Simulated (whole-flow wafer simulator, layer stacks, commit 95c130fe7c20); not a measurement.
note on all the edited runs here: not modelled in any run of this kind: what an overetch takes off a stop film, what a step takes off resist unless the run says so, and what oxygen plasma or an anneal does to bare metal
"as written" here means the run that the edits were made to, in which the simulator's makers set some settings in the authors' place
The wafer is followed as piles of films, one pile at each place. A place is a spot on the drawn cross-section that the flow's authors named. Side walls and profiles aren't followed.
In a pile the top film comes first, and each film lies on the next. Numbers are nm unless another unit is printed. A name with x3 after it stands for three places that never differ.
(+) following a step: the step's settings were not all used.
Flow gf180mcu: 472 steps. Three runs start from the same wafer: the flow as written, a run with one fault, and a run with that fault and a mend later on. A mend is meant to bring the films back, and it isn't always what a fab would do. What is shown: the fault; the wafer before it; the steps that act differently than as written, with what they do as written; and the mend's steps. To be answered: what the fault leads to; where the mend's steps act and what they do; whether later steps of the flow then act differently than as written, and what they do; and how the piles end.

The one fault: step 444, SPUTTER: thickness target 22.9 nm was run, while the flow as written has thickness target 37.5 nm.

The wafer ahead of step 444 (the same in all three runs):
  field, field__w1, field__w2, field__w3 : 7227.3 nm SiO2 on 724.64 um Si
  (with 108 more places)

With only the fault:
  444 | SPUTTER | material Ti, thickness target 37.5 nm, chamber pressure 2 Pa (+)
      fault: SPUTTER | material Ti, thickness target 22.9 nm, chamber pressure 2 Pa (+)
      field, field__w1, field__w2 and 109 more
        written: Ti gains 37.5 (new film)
        fault: Ti gains 22.9 (new film)
  Steps later in the flow that act otherwise than as written (4 more steps, not shown, differ only slightly: by at most 2% or 0.5 nm, whichever is larger):
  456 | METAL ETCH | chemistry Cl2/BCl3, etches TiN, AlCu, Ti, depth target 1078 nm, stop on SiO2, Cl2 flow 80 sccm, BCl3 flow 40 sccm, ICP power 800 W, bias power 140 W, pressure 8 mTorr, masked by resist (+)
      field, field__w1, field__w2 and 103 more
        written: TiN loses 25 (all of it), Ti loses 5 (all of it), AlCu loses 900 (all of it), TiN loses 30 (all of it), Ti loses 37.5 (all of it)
        fault: TiN loses 25 (all of it), Ti loses 5 (all of it), AlCu loses 900 (all of it), TiN loses 30 (all of it), Ti loses 22.9 (all of it)
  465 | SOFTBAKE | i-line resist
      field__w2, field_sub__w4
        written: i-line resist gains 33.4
        fault: i-line resist gains 32.6
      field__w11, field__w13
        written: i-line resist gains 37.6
        fault: i-line resist gains 36.8
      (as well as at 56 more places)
  At field__w8, contact, m1, m1__w1, pad, m1_nw, the piles at the end differ from the flow's by more than 2% or 0.5 nm, whichever is larger.
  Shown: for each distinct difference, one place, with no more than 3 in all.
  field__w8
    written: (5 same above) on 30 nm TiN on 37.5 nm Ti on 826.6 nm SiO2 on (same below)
    fault: (5 same above) on 30 nm TiN on 22.9 nm Ti on 826.6 nm SiO2 on (same below)
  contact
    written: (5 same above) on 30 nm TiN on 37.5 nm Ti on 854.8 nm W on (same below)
    fault: (5 same above) on 30 nm TiN on 22.9 nm Ti on 854.8 nm W on (same below)
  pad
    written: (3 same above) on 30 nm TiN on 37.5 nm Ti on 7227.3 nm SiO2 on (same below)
    fault: (3 same above) on 30 nm TiN on 22.9 nm Ti on 7227.3 nm SiO2 on (same below)

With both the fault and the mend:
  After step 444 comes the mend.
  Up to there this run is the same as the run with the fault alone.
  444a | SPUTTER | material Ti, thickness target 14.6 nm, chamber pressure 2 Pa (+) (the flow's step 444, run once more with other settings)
      field, field__w1, field__w2 and 109 more
        Ti gains 14.6
  None of the later steps of the flow acts differently than as written at any place that is followed.
  At every place that both follow, the piles at the end match the flow's.
